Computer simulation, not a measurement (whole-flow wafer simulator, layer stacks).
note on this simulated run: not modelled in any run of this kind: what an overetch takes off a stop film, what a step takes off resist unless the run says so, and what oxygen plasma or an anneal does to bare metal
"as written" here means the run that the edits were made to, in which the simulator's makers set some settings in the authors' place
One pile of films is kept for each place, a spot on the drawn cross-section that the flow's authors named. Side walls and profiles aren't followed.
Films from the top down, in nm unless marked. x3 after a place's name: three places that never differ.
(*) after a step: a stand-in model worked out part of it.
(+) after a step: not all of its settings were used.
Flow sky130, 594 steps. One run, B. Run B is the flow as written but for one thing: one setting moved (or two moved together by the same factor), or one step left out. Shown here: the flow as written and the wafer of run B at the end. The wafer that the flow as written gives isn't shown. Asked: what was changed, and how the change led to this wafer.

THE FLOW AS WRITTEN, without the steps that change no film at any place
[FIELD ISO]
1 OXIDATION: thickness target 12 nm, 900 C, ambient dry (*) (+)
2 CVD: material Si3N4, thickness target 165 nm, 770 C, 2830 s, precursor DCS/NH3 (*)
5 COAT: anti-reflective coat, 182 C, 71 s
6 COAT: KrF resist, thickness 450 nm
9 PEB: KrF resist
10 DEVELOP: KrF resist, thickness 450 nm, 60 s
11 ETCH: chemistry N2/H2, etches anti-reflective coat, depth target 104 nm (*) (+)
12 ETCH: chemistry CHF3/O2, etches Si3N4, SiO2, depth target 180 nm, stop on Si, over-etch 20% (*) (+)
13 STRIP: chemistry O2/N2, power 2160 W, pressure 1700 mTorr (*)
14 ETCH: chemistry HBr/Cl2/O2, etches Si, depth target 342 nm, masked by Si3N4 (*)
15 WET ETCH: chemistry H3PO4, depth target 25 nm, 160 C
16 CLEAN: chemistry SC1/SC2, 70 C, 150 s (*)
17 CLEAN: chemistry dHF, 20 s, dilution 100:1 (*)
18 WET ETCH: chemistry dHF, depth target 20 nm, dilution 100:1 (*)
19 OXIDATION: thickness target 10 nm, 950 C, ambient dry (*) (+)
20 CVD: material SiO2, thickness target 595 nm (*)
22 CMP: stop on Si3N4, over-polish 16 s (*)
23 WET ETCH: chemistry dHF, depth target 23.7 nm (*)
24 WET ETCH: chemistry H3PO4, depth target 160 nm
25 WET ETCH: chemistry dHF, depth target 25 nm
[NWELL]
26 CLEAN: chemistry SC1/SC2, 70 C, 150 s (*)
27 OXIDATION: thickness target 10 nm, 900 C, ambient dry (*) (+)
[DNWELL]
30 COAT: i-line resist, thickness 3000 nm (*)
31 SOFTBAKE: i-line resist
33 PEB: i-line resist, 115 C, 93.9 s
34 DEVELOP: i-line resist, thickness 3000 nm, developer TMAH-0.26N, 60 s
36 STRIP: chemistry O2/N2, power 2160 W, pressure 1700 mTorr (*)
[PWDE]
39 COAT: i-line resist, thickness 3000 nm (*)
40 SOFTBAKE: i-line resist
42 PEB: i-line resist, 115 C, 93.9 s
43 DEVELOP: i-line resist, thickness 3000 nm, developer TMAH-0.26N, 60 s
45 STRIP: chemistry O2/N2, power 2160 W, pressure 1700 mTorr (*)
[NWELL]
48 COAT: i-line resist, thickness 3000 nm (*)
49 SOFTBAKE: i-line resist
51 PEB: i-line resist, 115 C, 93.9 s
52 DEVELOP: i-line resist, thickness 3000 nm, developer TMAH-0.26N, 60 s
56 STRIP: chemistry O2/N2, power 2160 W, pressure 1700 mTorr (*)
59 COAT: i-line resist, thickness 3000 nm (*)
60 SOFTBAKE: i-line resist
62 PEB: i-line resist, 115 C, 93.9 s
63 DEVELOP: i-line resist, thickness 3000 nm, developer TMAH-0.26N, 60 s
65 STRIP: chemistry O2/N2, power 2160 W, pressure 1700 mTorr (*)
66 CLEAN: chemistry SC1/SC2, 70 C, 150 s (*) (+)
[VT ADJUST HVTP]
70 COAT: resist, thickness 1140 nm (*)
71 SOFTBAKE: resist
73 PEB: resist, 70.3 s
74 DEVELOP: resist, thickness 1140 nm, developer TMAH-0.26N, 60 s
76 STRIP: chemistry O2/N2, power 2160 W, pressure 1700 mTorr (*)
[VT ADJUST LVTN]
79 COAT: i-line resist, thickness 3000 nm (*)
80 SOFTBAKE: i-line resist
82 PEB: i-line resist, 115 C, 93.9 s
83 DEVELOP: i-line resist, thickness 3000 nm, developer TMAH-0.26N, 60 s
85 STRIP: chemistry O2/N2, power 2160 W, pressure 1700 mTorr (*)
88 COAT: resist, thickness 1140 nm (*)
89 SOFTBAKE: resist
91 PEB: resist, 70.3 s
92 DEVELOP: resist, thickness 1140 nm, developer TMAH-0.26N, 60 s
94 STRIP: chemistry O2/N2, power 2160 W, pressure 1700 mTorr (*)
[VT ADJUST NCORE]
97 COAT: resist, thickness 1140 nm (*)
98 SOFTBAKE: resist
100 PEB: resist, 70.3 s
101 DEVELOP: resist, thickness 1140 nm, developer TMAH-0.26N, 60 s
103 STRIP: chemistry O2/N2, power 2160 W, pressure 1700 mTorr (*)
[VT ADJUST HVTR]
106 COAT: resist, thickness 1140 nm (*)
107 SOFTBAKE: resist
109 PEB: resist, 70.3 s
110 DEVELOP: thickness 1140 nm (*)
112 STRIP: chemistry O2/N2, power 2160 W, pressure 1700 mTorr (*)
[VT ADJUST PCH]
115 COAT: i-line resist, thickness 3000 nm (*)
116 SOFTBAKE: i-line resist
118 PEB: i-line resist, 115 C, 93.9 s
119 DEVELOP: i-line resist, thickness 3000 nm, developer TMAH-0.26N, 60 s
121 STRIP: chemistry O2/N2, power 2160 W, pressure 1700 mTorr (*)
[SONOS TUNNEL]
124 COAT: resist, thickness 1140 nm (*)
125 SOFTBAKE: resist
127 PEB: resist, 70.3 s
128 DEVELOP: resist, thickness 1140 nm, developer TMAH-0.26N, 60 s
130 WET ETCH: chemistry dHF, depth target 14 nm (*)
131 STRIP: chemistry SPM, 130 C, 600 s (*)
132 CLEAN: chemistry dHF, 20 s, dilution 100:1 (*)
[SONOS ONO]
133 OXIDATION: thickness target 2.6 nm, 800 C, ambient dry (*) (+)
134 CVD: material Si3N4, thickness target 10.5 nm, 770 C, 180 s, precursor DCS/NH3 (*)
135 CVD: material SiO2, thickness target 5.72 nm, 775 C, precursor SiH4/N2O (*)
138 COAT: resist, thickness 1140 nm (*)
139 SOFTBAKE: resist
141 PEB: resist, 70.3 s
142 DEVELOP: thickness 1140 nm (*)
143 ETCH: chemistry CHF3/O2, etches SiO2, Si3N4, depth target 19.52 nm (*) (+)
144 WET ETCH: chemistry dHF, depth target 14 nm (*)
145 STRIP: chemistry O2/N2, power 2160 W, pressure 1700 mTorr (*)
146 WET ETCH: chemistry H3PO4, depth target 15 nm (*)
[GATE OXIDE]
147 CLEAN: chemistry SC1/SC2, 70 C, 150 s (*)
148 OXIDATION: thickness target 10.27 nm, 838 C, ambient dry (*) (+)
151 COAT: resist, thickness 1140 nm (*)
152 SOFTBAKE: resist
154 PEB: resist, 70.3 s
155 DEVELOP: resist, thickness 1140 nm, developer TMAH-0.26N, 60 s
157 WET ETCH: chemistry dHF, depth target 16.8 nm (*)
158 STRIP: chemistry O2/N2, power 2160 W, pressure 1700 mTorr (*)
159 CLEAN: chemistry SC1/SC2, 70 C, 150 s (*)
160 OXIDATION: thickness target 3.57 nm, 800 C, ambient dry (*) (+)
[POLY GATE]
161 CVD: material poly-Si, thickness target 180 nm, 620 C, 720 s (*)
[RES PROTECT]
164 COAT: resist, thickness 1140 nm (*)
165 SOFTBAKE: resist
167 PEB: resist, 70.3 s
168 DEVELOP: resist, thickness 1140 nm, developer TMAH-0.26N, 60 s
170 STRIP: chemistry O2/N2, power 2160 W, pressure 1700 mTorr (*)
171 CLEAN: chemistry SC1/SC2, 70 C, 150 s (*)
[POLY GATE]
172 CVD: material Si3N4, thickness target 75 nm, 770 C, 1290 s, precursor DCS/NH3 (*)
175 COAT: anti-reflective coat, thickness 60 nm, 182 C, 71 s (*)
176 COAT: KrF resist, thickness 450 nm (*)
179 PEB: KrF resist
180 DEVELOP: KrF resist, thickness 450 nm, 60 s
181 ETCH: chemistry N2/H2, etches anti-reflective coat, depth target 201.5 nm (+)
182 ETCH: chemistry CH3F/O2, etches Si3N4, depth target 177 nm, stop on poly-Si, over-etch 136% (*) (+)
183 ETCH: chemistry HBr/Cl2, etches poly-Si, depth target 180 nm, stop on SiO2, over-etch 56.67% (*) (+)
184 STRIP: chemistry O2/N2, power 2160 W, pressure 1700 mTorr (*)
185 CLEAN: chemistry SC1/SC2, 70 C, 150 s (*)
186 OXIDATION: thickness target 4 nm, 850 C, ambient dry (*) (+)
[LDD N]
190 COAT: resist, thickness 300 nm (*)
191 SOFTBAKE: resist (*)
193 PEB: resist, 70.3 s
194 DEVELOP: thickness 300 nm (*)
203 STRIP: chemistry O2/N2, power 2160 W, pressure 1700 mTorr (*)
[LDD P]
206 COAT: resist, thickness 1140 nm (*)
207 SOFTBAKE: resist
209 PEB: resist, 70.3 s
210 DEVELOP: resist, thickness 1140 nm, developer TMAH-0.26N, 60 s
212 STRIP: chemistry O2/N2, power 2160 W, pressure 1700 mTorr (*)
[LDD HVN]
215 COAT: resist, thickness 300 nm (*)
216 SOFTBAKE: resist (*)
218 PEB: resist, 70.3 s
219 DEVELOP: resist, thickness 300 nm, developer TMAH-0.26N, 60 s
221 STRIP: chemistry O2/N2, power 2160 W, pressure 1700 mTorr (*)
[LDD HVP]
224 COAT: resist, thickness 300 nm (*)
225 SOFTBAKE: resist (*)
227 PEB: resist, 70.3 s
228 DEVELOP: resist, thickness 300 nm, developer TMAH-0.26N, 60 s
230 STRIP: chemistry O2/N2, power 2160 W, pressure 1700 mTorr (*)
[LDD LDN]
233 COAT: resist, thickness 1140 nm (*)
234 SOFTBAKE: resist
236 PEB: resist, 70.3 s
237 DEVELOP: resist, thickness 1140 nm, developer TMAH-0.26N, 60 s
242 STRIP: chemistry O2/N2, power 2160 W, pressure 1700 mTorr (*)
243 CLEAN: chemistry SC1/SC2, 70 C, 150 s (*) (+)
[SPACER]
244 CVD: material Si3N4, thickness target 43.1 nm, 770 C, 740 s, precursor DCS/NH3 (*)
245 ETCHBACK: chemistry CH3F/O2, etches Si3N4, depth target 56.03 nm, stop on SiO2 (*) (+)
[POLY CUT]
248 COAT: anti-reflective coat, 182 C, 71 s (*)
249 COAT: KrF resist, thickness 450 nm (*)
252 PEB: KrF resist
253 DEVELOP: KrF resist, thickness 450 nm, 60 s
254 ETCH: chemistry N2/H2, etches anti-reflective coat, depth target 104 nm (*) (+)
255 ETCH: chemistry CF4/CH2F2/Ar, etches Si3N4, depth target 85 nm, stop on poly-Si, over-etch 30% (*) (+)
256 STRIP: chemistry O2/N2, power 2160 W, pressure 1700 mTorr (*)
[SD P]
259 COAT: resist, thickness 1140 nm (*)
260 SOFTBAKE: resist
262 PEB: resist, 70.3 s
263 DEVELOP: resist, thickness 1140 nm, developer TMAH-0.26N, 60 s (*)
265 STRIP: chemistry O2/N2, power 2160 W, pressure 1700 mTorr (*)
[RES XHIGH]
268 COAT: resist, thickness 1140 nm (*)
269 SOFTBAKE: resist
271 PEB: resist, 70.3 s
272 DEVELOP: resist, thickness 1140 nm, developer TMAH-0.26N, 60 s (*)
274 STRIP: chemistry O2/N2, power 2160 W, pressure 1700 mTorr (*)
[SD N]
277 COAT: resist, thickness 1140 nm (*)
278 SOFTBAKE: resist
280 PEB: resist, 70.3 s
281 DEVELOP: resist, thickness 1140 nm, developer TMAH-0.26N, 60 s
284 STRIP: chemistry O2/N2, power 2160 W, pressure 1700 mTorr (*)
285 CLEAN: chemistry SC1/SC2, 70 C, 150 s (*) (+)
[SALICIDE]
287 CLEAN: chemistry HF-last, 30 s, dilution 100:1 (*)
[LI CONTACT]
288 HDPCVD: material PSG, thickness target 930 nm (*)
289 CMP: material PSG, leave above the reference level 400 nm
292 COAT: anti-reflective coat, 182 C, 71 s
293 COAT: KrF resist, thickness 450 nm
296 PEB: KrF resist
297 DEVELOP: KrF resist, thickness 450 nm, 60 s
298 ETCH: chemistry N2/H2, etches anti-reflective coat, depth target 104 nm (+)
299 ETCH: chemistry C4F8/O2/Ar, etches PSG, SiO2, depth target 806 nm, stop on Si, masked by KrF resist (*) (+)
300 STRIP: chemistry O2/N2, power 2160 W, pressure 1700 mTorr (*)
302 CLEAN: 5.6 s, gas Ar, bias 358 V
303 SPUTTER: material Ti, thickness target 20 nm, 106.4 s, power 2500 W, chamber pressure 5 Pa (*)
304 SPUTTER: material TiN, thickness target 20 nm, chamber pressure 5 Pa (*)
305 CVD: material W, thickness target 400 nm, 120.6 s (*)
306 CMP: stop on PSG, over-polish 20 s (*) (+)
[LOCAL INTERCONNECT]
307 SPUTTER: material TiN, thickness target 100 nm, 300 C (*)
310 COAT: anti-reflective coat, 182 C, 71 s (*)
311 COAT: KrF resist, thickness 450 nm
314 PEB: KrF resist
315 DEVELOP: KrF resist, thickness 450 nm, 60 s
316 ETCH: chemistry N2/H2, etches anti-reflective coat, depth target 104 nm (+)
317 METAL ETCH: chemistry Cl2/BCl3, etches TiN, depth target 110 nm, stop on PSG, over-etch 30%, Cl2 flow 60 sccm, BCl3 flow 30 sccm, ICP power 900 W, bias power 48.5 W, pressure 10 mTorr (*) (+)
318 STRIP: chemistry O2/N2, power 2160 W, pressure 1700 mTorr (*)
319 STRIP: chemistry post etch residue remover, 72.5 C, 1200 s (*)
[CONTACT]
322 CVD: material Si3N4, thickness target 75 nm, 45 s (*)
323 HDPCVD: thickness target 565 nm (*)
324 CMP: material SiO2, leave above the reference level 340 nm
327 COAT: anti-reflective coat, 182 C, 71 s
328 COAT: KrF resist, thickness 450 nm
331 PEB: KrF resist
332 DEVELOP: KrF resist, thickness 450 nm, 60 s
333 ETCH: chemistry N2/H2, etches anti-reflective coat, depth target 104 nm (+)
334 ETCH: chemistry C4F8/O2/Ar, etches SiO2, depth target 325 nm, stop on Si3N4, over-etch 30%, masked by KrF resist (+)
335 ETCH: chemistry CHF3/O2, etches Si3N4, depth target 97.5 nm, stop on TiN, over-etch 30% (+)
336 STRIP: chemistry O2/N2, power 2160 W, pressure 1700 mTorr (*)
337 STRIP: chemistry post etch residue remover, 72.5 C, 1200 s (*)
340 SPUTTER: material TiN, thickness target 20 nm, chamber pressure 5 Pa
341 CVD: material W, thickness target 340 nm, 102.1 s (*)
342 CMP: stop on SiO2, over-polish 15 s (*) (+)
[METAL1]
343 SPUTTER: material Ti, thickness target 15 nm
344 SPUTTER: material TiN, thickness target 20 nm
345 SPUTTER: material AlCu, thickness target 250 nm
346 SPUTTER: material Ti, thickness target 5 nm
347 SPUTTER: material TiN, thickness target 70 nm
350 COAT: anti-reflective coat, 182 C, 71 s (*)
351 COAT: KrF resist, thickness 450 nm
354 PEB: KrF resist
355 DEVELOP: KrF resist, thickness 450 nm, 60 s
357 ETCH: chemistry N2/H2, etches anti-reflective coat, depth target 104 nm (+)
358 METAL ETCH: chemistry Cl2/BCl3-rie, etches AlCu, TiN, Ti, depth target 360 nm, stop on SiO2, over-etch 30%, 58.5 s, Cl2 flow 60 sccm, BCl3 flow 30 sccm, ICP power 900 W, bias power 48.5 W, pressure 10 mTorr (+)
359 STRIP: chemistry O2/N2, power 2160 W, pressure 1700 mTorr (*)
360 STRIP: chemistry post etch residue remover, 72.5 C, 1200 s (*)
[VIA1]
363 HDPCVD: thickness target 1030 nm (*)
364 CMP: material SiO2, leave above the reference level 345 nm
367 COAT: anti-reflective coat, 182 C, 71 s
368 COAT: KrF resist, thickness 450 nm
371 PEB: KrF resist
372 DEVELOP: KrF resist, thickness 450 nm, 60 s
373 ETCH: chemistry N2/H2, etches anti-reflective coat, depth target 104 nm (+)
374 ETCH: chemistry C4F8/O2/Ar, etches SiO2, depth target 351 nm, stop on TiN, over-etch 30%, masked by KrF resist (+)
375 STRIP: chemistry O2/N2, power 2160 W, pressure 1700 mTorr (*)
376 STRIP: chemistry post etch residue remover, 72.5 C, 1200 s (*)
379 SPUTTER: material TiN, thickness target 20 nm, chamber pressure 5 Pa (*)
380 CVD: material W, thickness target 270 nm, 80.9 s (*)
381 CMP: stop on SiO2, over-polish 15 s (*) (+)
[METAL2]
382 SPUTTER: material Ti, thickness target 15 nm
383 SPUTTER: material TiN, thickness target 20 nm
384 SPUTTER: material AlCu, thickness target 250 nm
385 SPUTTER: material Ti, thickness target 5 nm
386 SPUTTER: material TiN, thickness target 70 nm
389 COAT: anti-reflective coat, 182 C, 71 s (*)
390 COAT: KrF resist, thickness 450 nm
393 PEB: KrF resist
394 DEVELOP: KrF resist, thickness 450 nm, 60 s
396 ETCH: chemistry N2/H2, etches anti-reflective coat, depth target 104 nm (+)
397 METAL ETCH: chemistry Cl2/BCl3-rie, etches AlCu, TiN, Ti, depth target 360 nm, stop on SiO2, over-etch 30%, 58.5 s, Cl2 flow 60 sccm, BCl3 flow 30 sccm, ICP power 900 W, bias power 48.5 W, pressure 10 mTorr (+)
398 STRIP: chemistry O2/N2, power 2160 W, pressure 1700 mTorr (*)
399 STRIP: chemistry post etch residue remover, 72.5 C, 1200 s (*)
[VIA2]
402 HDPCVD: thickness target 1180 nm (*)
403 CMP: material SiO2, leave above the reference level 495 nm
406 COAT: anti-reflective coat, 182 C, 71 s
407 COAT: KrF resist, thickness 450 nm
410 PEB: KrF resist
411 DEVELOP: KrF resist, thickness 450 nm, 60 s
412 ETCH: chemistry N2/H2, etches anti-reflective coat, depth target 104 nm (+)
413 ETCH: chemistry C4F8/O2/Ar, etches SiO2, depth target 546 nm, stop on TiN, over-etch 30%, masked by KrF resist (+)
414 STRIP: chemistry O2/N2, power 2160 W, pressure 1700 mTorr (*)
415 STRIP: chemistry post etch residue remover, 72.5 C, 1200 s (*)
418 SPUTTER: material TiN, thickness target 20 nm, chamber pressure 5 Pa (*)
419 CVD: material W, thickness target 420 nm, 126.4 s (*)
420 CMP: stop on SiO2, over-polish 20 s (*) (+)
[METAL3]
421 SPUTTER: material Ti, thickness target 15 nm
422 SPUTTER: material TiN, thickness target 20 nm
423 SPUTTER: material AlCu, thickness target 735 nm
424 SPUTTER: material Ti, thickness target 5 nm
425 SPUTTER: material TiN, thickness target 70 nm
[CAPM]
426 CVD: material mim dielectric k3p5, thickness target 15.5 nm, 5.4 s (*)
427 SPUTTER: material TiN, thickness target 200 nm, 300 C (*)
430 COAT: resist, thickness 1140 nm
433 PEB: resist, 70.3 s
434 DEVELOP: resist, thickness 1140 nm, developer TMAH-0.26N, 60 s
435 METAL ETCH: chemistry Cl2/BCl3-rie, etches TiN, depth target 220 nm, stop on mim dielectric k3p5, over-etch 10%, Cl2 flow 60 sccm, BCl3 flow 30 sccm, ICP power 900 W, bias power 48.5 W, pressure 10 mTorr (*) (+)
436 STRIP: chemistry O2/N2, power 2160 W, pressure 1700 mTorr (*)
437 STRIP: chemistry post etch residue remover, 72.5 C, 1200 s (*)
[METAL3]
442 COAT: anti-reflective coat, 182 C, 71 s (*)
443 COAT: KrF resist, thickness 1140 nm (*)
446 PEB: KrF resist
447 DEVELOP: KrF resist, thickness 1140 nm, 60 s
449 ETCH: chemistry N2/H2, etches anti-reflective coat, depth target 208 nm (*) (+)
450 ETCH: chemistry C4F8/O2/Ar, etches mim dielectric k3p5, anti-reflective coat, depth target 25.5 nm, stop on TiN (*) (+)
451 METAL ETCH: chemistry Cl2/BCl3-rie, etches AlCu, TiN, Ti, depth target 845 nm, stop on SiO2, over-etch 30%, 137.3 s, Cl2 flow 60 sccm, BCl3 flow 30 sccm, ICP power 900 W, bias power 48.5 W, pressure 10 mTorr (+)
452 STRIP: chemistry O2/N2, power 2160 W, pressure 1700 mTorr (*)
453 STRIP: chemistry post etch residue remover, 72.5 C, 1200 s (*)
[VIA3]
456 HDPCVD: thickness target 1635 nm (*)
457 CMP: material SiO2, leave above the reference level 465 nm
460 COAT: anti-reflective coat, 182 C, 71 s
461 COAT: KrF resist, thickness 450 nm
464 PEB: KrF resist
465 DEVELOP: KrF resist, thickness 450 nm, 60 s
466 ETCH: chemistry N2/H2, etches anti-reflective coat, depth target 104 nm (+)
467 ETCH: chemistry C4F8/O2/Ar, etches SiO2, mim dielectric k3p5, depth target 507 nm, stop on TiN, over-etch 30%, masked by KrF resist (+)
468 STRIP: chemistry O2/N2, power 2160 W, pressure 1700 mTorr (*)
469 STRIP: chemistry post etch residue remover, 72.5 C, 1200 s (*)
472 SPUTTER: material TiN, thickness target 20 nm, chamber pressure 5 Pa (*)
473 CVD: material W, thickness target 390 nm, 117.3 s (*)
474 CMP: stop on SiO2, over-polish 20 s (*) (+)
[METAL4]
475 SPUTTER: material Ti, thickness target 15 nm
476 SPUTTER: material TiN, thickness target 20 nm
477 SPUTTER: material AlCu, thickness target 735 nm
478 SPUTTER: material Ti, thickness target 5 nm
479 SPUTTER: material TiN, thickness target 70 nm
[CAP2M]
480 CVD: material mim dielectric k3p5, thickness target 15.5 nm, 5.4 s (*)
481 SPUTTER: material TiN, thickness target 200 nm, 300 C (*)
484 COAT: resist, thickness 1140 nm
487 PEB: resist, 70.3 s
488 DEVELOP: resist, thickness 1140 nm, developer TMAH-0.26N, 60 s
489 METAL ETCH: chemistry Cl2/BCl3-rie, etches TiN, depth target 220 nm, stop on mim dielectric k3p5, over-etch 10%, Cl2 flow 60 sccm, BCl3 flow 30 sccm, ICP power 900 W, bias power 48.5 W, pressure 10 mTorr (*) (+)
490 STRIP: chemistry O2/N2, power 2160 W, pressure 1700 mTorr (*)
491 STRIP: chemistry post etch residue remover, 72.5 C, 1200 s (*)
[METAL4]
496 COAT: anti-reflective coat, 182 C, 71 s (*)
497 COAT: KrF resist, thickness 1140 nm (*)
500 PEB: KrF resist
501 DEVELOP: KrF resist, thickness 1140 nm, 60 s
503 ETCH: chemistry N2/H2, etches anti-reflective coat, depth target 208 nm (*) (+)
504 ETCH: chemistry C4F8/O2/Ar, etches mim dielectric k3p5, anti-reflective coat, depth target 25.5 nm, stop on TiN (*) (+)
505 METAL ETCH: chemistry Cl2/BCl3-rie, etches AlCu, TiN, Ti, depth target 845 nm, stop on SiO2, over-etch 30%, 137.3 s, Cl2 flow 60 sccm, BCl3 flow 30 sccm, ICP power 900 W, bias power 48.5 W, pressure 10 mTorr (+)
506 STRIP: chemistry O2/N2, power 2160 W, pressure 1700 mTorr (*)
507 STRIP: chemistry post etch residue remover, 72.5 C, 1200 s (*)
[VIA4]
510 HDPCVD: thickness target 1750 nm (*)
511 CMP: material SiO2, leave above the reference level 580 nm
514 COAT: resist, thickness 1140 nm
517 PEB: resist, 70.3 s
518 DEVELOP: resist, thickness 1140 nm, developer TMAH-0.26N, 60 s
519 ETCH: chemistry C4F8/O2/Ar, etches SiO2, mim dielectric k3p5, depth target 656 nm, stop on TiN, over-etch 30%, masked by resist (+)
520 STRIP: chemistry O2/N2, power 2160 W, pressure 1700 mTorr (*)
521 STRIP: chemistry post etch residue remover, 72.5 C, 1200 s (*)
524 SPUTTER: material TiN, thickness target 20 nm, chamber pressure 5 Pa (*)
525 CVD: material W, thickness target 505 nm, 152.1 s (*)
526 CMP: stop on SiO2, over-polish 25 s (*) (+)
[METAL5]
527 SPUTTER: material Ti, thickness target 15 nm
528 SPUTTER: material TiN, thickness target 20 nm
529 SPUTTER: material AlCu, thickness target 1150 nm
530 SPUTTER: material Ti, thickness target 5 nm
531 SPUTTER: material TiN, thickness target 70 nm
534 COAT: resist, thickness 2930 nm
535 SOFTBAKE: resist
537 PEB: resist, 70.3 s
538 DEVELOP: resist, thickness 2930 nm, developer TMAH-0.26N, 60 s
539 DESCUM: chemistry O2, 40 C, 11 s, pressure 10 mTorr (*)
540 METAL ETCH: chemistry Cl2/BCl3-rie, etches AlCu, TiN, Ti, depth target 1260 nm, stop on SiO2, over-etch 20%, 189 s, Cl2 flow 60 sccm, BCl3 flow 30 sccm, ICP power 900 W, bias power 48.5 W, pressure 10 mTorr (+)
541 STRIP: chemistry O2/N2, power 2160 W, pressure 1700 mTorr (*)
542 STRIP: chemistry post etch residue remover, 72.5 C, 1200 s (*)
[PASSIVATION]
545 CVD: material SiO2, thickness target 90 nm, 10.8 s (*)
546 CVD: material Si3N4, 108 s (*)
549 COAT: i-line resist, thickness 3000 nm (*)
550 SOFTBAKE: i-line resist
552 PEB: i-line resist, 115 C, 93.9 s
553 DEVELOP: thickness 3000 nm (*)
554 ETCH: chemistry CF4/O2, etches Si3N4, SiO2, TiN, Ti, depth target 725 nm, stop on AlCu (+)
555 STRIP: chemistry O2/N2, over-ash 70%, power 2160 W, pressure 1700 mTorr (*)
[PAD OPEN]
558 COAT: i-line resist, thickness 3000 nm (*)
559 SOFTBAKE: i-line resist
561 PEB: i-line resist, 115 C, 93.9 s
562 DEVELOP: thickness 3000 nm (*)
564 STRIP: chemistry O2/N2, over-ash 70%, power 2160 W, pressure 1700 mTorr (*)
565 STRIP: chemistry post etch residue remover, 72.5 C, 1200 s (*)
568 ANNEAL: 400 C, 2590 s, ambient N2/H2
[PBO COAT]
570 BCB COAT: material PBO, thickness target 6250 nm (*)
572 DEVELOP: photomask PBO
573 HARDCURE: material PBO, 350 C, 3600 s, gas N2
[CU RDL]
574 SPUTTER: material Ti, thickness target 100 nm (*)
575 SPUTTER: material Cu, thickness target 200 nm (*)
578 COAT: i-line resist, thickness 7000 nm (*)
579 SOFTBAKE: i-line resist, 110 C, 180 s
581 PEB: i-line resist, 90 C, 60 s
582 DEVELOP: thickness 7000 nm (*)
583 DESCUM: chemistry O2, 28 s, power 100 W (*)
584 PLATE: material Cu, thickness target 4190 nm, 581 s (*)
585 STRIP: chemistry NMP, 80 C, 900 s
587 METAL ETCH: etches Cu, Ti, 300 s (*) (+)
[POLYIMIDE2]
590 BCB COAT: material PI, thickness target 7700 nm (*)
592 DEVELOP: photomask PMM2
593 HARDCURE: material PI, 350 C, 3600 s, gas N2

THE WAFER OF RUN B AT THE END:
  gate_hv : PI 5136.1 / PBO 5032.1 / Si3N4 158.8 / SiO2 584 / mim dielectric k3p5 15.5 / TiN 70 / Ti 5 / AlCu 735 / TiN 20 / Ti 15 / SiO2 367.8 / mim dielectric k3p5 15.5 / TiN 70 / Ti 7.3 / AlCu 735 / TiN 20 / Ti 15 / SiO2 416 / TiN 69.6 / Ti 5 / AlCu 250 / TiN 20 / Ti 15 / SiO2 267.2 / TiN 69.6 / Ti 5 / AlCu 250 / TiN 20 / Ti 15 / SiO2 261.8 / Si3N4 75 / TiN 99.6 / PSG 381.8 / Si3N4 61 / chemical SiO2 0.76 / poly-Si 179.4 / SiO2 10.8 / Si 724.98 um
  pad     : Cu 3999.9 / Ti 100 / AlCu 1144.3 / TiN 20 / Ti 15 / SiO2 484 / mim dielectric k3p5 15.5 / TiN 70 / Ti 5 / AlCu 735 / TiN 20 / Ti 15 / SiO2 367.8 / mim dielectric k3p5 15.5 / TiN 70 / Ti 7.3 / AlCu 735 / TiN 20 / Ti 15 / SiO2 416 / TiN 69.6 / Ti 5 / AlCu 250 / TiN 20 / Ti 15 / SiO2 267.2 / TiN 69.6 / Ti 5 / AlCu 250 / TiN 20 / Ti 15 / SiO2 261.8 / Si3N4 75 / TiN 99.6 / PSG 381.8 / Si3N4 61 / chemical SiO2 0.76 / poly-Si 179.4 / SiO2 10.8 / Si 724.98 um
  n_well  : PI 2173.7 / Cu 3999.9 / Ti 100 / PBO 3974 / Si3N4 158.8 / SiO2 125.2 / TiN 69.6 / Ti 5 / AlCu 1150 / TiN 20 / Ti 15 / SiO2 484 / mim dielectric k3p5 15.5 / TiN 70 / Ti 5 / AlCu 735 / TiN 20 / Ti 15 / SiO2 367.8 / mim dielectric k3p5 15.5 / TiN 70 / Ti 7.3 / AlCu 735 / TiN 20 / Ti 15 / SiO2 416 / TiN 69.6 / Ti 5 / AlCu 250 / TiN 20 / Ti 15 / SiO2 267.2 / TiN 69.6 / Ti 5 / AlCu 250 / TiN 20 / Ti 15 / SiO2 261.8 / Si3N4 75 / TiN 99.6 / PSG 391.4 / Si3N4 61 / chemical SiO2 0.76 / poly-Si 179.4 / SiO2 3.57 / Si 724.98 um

The cause: step 424, SPUTTER: thickness target 7.3 nm was run, where the flow has thickness target 5 nm.
It can be read off the wafer: gate_hv has Ti 7.3, and step 424 as written asks for 5 nm.

How the change led to this, step by step:
  424 SPUTTER: material Ti, thickness target 5 nm
      field, active, n_well and 188 more: Ti +7.3 (new film) (as written it would be: Ti +5 (new film))
  451 METAL ETCH: chemistry Cl2/BCl3-rie, etches AlCu, TiN, Ti, depth target 845 nm, stop on SiO2, over-etch 30%, 137.3 s, Cl2 flow 60 sccm, BCl3 flow 30 sccm, ICP power 900 W, bias power 48.5 W, pressure 10 mTorr (+)
      field, gate, spacer and 68 more: TiN -70 (all of it), Ti -7.3 (all of it), AlCu -735 (all of it), TiN -20 (all of it), Ti -15 (all of it), SiO2 -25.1 (as written it would be: TiN -70 (all of it), Ti -5 (all of it), AlCu -735 (all of it), TiN -20 (all of it), Ti -15 (all of it), SiO2 -25.4)
      active, vpp_ln, vpp_iso2 and 11 more: TiN -70 (all of it), Ti -7.3 (all of it), AlCu -735 (all of it), TiN -20 (all of it), Ti -15 (all of it), SiO2 -25.1 (as written it would be: TiN -70 (all of it), Ti -5 (all of it), AlCu -735 (all of it), TiN -20 (all of it), Ti -15 (all of it), SiO2 -25.3)
